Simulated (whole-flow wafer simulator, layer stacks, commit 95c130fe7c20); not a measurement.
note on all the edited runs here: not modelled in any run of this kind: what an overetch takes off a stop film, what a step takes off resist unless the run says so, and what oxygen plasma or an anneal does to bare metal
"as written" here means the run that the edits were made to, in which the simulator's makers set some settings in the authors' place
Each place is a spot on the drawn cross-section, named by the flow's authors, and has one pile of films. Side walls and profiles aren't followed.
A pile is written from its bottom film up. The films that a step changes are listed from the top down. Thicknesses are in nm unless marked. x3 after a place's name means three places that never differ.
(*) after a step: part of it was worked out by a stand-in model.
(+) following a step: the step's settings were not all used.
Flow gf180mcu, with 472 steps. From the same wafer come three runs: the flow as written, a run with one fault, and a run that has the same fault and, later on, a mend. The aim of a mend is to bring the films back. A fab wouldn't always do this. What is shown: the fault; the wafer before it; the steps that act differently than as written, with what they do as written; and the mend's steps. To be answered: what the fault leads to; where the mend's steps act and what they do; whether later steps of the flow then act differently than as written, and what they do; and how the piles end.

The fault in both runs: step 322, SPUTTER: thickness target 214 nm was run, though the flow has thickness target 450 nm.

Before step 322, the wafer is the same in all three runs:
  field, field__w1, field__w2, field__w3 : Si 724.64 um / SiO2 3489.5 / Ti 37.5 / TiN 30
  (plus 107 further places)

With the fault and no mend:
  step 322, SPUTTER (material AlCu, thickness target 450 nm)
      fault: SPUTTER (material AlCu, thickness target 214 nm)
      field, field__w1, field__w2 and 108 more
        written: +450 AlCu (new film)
        fault: +214 AlCu (new film)
  Steps further on in the flow that do not act as written:
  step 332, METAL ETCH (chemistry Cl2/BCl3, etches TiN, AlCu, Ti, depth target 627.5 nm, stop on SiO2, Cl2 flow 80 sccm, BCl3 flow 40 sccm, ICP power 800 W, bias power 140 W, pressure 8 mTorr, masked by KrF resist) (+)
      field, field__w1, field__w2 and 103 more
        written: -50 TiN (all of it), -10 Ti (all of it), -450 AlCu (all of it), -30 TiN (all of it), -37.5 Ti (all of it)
        fault: -50 TiN (all of it), -10 Ti (all of it), -214 AlCu (all of it), -30 TiN (all of it), -37.5 Ti (all of it)
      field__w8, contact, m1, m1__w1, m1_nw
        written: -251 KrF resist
        fault: -204.9 KrF resist
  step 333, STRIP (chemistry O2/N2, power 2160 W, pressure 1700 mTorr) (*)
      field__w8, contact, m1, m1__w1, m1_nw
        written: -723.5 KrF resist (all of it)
        fault: -769.6 KrF resist (all of it)
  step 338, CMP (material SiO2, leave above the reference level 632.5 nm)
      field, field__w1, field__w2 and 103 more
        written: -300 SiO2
        fault: -536 SiO2
  By the end, the piles at field, field__w1, field__w2 and 109 more depart from the flow's by more than 2% or 0.5 nm, whichever is larger.
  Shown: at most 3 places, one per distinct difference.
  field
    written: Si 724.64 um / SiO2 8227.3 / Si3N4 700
    fault: Si 724.64 um / SiO2 7991.3 / Si3N4 700
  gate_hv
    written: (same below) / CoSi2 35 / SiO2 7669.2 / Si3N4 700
    fault: (same below) / CoSi2 35 / SiO2 7433.2 / Si3N4 700
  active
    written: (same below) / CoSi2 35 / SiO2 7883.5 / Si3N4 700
    fault: (same below) / CoSi2 35 / SiO2 7647.5 / Si3N4 700

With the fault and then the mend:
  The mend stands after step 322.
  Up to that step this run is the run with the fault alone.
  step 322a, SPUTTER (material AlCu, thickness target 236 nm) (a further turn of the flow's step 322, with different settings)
      field, field__w1, field__w2 and 108 more
        +236 AlCu
  Every later step of the flow that is run acts as written at every place that is followed.
  At every place that both follow, the piles at the end match the flow's.
